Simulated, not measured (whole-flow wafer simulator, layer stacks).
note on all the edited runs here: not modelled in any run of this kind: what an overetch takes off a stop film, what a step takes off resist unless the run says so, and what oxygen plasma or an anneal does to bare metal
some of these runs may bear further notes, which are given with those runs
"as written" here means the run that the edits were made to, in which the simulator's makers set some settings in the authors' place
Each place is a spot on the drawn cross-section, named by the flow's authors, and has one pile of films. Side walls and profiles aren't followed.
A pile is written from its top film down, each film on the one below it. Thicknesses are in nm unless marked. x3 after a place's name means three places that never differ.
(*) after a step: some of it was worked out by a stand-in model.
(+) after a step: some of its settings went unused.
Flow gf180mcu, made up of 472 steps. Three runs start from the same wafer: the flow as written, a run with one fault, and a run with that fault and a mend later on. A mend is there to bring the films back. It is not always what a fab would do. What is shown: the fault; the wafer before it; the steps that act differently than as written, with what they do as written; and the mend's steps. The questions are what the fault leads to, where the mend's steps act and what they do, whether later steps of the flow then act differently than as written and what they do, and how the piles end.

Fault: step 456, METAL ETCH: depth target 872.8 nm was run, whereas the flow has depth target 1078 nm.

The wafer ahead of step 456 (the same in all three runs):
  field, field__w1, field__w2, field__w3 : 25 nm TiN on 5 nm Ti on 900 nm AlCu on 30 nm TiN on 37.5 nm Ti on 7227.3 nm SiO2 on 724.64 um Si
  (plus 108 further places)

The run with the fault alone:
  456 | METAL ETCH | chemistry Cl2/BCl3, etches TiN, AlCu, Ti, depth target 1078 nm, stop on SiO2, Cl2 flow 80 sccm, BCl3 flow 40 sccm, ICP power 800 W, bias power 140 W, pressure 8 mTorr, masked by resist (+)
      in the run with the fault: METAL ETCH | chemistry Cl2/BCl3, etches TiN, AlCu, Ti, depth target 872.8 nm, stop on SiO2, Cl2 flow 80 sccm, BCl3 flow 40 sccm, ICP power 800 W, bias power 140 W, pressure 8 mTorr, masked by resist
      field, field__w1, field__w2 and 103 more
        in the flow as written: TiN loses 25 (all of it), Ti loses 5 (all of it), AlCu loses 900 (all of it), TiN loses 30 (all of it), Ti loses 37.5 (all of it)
        in the run with the fault: TiN loses 25 (all of it), Ti loses 5 (all of it), AlCu loses 842.8
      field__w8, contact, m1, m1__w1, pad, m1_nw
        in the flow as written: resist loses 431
        in the run with the fault: resist loses 349.1
  Steps later in the flow that act otherwise than as written:
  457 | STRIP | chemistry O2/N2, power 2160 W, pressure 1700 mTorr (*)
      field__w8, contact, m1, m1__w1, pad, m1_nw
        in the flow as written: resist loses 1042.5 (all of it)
        in the run with the fault: resist loses 1124.3 (all of it)
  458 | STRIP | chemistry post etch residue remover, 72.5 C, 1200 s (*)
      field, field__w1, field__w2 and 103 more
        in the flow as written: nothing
        in the run with the fault: AlCu loses 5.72
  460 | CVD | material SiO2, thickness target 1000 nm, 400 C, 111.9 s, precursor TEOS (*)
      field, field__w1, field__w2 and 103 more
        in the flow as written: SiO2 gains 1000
        in the run with the fault: SiO2 gains 1000 (new film)
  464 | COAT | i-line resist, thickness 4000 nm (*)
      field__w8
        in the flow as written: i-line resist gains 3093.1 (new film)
        in the run with the fault: i-line resist gains 3198.2 (new film)
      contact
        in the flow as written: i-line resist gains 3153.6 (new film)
        in the run with the fault: i-line resist gains 3247.7 (new film)
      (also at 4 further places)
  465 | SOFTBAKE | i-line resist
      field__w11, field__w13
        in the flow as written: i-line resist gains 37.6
        in the run with the fault: i-line resist gains 31.3
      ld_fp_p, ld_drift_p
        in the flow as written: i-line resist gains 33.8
        in the run with the fault: i-line resist gains 28.2
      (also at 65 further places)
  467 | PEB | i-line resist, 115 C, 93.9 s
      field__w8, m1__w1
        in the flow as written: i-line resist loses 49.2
        in the run with the fault: i-line resist loses 51.3
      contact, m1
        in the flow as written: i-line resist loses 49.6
        in the run with the fault: i-line resist loses 51.7
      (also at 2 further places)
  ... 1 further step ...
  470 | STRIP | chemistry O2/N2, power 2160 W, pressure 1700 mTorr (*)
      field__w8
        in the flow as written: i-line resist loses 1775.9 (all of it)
        in the run with the fault: i-line resist loses 1889.9 (all of it)
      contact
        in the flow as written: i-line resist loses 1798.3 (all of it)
        in the run with the fault: i-line resist loses 1908.3 (all of it)
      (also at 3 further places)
  At field, field__w1, field__w2 and 103 more, the piles at the end differ from the flow's by more than 2% or 0.5 nm, whichever is larger.
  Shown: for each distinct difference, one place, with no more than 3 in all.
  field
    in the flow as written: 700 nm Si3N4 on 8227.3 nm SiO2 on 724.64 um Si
    in the run with the fault: 700 nm Si3N4 on 1000 nm SiO2 on 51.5 nm AlCu on 30 nm TiN on 37.5 nm Ti on 7227.3 nm SiO2 on 724.64 um Si
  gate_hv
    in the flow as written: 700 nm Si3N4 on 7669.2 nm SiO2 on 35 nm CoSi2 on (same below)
    in the run with the fault: 700 nm Si3N4 on 1000 nm SiO2 on 51.5 nm AlCu on 30 nm TiN on 37.5 nm Ti on 6669.2 nm SiO2 on 35 nm CoSi2 on (same below)
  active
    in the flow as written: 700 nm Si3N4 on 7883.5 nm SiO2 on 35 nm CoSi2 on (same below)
    in the run with the fault: 700 nm Si3N4 on 1000 nm SiO2 on 51.5 nm AlCu on 30 nm TiN on 37.5 nm Ti on 6883.5 nm SiO2 on 35 nm CoSi2 on (same below)

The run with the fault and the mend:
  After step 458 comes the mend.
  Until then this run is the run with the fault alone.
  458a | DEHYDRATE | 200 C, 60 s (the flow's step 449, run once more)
      does not change any film at any place that is followed
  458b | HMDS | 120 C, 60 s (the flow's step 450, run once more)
      does not change any film at any place that is followed
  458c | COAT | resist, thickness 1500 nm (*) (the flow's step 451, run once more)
      iso_ptap_pw, iso_ntap_nw, iso_nw_fld and 33 more
        resist gains 1500 (new film)
      p_well, sti, spacer, sd_n, mim_1p0, dice_street
        resist gains 1504.1 (new film)
      field__w2, field__w3, field__w12
        resist gains 1512.7 (new film)
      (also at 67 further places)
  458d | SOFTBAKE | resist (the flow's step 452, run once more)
      sd_p_hv, gate_p_hv, nw_enc_fld, nw_enc_fld__w1
        resist loses 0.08
      field__w13, field_sub
        resist loses 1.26
      field
        resist loses 51
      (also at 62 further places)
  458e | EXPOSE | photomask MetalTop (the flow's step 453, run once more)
      does not change any film at any place that is followed
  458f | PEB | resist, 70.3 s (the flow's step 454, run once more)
      field__w2, field__w3, field__w5 and 41 more
        resist loses 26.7
      iso_ptap_pw, iso_ntap_nw, iso_nw_fld and 33 more
        resist loses 26.5
      p_well, sti, spacer, sd_n, mim_1p0, dice_street
        resist loses 26.6
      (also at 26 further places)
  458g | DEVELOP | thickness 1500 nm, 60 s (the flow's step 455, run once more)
      iso_ptap_pw, iso_ntap_nw, iso_nw_fld and 33 more
        resist loses 1473.5 (all of it)
      p_well, sti, spacer, sd_n, mim_1p0, dice_street
        resist loses 1477.5 (all of it)
      field__w5, field__w9, npoly_u, nw_enc_fld_lv__w1, nw_enc_fld_lv__w4
        resist loses 1484.7 (all of it)
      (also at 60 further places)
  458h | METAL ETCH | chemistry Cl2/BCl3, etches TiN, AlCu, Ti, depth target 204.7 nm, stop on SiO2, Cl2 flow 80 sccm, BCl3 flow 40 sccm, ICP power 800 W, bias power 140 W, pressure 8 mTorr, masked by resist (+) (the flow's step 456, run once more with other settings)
      field, field__w1, field__w2 and 103 more
        AlCu loses 51.5 (all of it), TiN loses 30 (all of it), Ti loses 37.5 (all of it)
      field__w8, contact, m1, m1__w1, pad, m1_nw
        resist loses 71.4
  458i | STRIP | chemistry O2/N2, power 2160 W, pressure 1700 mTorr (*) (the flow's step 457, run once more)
      field__w8
        resist loses 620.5 (all of it)
      contact
        resist loses 617.8 (all of it)
      m1
        resist loses 618.2 (all of it)
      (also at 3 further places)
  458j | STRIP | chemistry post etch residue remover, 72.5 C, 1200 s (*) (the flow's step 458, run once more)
      field__w8, contact, m1, m1__w1, pad, m1_nw
        TiN loses 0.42
  None of the later steps of the flow differs from how it acts as written, at any place that is followed, by more than 2% or 0.5 nm, whichever is larger.
  At the end the piles are close to the flow's at the places that both follow, differing by at most 2% or 0.5 nm, whichever is larger.
